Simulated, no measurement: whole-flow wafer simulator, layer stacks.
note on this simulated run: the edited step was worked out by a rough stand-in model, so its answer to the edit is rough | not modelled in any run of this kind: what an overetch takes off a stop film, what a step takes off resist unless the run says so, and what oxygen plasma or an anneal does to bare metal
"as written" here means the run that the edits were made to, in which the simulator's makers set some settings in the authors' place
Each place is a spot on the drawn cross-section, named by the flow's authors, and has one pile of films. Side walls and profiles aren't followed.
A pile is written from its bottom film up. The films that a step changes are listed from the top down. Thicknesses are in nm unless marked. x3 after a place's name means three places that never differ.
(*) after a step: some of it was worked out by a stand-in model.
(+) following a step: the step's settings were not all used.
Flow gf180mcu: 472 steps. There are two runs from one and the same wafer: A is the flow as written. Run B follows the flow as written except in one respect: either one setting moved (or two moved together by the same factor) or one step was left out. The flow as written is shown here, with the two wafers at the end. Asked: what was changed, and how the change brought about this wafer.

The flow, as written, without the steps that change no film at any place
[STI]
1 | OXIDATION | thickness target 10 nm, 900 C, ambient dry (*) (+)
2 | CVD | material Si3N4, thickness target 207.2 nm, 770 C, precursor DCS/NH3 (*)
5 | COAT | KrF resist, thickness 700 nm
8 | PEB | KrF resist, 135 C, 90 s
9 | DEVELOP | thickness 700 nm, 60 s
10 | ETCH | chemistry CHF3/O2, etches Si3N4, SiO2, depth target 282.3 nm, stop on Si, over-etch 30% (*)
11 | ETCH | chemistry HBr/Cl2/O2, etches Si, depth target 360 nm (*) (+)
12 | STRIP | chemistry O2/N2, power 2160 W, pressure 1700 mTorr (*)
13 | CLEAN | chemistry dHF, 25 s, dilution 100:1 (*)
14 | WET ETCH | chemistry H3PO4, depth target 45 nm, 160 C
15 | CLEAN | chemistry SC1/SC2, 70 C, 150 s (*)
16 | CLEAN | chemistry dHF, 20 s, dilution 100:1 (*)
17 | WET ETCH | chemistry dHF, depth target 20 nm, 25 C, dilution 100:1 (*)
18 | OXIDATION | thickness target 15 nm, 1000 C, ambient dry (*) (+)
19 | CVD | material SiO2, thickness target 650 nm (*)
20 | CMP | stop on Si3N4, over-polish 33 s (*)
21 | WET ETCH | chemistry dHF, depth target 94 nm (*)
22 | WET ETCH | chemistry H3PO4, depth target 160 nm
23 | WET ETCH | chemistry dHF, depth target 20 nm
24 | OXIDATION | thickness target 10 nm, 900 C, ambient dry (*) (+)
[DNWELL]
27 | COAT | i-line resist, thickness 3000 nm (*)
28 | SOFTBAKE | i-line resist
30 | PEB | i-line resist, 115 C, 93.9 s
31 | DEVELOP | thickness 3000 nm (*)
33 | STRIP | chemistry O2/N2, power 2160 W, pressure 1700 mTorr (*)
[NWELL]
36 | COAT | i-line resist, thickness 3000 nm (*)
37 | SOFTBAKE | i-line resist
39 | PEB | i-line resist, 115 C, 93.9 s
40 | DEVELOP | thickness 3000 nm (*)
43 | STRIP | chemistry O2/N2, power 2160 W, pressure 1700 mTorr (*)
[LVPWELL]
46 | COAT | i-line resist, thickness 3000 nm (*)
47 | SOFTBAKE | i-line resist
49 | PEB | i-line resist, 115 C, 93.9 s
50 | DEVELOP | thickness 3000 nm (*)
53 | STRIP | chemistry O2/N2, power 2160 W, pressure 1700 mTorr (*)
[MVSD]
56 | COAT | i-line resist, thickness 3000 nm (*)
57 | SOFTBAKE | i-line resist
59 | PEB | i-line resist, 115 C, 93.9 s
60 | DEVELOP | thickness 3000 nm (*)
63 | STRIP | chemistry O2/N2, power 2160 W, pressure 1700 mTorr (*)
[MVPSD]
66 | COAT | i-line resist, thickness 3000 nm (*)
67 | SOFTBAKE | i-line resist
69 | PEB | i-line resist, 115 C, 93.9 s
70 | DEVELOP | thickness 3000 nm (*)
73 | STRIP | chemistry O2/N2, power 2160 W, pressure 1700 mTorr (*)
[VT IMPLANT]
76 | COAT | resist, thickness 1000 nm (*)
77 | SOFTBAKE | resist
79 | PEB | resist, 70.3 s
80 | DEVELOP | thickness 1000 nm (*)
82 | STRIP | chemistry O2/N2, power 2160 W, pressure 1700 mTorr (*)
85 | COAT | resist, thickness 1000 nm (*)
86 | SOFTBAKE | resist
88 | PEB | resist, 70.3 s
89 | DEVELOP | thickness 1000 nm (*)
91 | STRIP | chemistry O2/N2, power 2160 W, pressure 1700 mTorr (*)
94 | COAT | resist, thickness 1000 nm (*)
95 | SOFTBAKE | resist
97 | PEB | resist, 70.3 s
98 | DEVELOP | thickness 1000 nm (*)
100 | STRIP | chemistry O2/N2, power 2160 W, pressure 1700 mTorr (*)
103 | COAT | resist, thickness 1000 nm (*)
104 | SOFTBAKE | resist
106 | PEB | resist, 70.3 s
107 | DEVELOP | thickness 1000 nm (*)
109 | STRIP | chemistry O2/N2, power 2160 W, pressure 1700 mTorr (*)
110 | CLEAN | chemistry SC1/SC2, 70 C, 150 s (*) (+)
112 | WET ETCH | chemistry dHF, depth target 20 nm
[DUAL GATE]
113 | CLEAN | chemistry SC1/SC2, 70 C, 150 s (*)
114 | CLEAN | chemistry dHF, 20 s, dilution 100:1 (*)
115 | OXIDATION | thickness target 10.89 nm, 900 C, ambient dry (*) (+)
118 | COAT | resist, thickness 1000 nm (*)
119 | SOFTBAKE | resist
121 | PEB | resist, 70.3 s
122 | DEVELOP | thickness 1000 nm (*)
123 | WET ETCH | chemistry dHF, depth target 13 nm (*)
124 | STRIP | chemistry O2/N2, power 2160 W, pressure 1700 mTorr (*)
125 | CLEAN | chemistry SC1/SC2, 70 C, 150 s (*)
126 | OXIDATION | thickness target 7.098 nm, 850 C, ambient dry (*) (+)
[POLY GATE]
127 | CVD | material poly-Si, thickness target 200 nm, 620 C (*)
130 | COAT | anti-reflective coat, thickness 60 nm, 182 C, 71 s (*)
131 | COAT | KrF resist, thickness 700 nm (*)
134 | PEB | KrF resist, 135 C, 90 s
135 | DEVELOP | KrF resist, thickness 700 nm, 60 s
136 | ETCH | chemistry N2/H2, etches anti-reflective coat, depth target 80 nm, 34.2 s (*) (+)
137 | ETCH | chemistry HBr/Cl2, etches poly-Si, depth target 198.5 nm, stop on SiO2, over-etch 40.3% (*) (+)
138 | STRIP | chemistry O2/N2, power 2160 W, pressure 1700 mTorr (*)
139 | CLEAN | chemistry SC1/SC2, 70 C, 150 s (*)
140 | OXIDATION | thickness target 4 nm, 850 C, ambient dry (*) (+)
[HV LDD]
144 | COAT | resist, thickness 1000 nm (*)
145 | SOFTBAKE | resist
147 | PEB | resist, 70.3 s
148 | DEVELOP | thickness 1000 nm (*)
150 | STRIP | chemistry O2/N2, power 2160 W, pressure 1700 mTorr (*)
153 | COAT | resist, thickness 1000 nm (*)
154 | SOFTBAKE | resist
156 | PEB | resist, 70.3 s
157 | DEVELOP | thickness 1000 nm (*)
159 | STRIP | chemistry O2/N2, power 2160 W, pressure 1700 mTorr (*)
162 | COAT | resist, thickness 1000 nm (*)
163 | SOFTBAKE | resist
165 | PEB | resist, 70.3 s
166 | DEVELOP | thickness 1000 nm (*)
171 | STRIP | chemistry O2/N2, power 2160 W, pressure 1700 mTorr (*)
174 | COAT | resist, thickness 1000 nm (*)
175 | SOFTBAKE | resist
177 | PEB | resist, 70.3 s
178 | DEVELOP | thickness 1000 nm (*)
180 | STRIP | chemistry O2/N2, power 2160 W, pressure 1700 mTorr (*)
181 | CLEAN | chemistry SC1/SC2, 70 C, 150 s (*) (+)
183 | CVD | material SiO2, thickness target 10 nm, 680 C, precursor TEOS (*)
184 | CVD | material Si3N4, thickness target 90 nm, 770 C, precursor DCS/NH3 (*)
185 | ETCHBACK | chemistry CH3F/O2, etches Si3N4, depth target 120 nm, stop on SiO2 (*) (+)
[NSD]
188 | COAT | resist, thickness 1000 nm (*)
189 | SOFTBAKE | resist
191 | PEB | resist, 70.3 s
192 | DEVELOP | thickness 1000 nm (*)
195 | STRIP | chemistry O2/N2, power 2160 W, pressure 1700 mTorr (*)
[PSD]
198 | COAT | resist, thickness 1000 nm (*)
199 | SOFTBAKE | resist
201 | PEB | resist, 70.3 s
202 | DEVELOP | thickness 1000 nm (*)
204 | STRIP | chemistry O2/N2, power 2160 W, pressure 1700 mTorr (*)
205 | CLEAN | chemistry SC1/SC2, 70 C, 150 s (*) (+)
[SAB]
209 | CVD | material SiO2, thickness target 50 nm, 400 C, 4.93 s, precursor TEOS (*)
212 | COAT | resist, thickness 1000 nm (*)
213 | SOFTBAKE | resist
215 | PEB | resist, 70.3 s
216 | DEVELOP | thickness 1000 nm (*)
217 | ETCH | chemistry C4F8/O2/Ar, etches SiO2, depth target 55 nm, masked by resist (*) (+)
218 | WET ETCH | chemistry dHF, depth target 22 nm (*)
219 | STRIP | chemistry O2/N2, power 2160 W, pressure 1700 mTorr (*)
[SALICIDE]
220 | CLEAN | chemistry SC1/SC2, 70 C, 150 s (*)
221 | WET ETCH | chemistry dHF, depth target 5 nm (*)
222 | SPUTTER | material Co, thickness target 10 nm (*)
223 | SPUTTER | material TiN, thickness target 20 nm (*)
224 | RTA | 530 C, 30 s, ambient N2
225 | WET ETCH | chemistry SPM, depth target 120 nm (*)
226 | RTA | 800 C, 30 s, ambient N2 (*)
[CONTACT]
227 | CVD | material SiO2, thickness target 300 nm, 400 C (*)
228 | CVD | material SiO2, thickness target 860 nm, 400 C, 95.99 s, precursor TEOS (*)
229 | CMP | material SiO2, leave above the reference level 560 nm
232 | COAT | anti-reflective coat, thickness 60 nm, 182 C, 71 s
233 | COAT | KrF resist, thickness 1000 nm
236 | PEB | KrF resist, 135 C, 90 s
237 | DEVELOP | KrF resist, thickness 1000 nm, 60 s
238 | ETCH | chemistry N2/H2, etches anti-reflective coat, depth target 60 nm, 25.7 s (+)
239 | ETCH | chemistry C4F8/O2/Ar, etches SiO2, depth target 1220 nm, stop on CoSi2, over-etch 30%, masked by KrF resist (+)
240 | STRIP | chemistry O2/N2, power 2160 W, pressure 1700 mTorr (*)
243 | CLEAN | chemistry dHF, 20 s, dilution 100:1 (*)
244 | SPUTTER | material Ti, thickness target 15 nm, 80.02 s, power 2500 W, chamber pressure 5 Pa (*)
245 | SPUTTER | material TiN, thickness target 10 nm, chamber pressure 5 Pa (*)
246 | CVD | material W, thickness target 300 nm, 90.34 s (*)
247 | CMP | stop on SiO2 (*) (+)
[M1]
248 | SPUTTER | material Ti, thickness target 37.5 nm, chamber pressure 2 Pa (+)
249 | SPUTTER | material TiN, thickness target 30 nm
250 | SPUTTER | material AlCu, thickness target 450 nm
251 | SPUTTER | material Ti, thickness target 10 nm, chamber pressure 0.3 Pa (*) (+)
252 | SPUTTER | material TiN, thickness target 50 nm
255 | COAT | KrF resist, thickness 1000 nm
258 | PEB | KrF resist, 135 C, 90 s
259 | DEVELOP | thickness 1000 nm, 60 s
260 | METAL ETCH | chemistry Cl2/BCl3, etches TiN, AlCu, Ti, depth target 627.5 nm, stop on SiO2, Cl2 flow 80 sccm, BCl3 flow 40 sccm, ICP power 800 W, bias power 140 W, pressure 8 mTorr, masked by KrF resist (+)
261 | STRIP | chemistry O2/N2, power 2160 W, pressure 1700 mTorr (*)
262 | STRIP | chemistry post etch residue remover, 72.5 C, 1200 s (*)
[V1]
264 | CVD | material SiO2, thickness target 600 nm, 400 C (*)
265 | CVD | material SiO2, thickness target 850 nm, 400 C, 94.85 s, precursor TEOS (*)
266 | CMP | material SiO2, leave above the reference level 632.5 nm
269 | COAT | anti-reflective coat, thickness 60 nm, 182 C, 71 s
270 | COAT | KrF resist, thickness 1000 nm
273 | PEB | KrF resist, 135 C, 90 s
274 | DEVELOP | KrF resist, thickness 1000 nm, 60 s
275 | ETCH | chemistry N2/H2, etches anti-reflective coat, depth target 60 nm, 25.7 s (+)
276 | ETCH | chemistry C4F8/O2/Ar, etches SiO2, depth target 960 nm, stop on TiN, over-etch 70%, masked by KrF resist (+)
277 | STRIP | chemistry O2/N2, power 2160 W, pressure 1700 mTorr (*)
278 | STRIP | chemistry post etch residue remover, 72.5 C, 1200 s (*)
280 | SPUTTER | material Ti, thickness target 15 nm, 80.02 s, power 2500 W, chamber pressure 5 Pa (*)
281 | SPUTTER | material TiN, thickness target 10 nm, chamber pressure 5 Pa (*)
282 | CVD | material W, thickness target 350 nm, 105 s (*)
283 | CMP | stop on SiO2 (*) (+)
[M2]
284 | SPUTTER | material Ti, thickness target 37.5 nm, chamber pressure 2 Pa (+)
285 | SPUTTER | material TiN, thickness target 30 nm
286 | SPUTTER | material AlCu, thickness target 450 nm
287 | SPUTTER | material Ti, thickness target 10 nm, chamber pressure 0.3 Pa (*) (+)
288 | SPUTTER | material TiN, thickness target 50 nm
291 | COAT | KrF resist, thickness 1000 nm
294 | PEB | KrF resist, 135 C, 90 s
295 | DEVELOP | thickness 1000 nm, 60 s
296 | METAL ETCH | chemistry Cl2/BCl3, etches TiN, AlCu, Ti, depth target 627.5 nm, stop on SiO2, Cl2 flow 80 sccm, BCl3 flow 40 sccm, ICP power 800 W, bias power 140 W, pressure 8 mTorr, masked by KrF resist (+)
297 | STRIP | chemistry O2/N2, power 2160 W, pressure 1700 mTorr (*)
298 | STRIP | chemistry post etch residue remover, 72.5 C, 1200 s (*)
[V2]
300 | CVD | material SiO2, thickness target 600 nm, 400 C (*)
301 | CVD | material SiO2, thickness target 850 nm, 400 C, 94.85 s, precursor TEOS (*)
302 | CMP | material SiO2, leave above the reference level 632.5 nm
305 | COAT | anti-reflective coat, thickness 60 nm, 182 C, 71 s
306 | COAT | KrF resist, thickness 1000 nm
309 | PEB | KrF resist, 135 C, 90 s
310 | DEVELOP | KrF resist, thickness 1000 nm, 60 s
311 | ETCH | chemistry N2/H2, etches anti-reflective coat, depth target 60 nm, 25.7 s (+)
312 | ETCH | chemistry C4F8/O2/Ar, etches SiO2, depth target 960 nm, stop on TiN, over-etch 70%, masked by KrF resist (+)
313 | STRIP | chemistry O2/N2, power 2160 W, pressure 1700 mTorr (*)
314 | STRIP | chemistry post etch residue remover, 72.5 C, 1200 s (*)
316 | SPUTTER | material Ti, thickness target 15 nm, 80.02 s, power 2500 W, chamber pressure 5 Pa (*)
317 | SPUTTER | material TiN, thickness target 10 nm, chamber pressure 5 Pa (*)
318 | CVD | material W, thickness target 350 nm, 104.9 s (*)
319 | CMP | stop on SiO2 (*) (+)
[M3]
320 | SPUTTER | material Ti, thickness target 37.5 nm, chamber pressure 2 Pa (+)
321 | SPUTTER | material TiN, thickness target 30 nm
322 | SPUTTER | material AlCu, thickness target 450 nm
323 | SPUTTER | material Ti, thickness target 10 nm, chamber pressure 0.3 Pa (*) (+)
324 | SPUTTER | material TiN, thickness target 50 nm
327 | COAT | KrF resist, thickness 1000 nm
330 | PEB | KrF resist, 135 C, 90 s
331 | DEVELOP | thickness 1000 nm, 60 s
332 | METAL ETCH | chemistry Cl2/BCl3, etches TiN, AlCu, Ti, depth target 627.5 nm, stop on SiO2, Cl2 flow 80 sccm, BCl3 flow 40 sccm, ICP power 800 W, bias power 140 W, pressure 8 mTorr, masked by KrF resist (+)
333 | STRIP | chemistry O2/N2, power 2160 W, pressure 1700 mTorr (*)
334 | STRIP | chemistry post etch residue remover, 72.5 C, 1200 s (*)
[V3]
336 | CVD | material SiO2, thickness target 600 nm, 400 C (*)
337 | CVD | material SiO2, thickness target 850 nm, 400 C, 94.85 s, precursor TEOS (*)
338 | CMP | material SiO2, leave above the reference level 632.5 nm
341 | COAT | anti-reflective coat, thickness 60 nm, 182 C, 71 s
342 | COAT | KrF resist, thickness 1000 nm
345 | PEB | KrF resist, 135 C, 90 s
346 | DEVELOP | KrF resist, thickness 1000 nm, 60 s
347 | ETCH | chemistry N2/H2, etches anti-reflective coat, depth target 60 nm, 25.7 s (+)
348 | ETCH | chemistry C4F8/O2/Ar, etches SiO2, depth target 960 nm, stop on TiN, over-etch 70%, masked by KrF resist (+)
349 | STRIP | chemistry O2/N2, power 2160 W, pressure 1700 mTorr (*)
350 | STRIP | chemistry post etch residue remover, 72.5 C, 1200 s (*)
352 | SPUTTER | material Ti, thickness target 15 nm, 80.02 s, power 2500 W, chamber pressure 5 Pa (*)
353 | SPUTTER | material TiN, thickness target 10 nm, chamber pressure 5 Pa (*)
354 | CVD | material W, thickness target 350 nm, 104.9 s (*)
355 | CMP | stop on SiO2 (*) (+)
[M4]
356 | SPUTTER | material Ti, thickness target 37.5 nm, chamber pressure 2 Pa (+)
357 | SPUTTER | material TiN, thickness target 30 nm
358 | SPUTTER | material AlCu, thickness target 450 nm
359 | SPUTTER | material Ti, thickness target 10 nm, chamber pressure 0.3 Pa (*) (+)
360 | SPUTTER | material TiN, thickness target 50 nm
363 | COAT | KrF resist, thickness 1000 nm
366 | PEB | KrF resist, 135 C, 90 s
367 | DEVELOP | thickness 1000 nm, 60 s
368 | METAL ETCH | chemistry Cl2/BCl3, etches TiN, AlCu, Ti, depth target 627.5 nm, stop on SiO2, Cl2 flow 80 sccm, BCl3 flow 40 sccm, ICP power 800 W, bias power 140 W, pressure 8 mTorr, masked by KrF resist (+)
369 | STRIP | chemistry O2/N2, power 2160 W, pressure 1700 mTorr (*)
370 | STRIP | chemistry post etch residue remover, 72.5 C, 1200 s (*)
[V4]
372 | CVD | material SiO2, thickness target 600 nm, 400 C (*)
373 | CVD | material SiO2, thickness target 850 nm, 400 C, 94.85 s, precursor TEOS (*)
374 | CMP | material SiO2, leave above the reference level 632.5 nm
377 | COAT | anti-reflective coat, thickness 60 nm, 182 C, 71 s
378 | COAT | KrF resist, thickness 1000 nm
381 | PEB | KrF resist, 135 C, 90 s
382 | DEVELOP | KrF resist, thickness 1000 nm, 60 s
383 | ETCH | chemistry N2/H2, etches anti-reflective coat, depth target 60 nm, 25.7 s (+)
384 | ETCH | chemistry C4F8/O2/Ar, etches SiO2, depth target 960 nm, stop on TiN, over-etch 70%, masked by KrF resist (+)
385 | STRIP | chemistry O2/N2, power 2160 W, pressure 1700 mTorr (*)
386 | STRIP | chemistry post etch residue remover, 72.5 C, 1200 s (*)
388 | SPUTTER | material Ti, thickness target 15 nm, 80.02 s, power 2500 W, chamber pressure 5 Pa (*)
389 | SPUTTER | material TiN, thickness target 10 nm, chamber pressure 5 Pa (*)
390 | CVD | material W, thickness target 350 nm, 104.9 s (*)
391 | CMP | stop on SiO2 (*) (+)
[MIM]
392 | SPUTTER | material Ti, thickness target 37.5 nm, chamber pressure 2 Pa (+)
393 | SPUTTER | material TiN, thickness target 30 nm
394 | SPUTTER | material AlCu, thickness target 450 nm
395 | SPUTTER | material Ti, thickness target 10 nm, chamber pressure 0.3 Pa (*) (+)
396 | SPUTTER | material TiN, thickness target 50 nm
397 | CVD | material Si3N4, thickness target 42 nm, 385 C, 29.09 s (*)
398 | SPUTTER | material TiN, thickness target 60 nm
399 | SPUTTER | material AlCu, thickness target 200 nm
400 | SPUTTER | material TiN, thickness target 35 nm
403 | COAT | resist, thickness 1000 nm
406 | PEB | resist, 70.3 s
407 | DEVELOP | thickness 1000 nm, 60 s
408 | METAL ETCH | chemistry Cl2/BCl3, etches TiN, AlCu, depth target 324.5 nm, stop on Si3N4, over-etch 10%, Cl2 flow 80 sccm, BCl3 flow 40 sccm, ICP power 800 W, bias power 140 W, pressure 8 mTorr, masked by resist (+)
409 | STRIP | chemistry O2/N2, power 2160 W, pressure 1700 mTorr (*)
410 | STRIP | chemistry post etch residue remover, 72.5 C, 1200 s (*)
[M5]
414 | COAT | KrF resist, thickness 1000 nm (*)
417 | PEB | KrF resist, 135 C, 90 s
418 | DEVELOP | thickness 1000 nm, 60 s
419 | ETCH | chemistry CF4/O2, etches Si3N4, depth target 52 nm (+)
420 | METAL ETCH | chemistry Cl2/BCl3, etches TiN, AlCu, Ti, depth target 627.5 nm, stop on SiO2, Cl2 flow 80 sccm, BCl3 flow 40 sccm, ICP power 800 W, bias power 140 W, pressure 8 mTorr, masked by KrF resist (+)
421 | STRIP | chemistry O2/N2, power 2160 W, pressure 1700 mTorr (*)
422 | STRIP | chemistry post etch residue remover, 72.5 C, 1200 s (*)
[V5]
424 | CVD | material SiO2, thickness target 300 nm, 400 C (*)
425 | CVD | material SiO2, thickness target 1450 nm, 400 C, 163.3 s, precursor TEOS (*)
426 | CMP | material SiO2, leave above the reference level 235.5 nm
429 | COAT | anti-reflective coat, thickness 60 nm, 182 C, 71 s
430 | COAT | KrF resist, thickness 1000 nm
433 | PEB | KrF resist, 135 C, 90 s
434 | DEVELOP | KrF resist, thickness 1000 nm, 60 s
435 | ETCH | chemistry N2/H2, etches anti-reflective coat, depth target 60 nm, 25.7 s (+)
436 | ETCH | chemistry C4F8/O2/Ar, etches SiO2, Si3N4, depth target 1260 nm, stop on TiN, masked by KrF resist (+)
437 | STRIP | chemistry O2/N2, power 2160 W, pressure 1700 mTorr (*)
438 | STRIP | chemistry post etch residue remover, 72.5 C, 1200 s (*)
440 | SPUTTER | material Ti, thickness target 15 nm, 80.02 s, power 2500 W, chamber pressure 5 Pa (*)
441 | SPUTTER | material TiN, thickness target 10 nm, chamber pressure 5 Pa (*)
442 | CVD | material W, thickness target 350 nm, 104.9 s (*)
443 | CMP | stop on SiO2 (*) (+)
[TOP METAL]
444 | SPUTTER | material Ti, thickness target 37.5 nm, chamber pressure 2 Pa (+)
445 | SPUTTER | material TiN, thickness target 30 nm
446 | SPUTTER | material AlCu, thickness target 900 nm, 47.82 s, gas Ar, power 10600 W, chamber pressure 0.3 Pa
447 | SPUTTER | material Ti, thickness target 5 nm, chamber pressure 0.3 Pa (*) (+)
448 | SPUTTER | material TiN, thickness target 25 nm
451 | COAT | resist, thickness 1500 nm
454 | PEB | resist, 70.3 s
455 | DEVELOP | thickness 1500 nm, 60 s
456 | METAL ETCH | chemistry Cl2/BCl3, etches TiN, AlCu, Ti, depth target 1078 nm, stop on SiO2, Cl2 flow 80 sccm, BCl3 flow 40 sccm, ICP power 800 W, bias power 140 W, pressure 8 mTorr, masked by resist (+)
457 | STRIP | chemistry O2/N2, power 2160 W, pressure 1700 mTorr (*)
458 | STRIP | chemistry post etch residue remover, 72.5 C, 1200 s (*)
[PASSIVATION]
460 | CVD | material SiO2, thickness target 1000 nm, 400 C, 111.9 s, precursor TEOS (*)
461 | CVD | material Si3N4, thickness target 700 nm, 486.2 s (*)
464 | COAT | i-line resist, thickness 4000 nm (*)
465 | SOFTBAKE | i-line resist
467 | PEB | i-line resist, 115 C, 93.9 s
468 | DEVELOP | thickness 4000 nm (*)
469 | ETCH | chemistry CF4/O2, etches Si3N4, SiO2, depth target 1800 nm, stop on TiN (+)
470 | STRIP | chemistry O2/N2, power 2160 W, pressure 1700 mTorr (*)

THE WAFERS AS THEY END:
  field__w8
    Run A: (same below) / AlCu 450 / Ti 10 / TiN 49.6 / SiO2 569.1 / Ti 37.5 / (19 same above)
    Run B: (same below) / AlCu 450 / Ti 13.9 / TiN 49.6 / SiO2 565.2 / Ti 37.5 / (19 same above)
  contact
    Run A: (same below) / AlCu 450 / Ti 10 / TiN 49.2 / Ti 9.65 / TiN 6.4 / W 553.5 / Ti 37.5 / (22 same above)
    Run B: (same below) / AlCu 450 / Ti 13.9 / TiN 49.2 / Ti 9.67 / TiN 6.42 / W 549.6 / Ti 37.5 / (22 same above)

Cause: step 323, SPUTTER: thickness target 13.9 nm was run, while the flow as written has thickness target 10 nm.
The wafer lets one read it off: field__w8 has Ti 13.9, and step 323 as written asks for 10 nm.

Step by step, how the change led to this:
  323 | SPUTTER | material Ti, thickness target 10 nm, chamber pressure 0.3 Pa (*) (+)
      field, field__w1, field__w2 and 108 more: A Ti gains 10 (new film) | B Ti gains 13.9 (new film)
  332 | METAL ETCH | chemistry Cl2/BCl3, etches TiN, AlCu, Ti, depth target 627.5 nm, stop on SiO2, Cl2 flow 80 sccm, BCl3 flow 40 sccm, ICP power 800 W, bias power 140 W, pressure 8 mTorr, masked by KrF resist (+)
      field, field__w1, field__w2 and 103 more: A TiN loses 50 (all of it), Ti loses 10 (all of it), AlCu loses 450 (all of it), TiN loses 30 (all of it), Ti loses 37.5 (all of it) | B TiN loses 50 (all of it), Ti loses 13.9 (all of it), AlCu loses 450 (all of it), TiN loses 30 (all of it), Ti loses 37.5 (all of it)
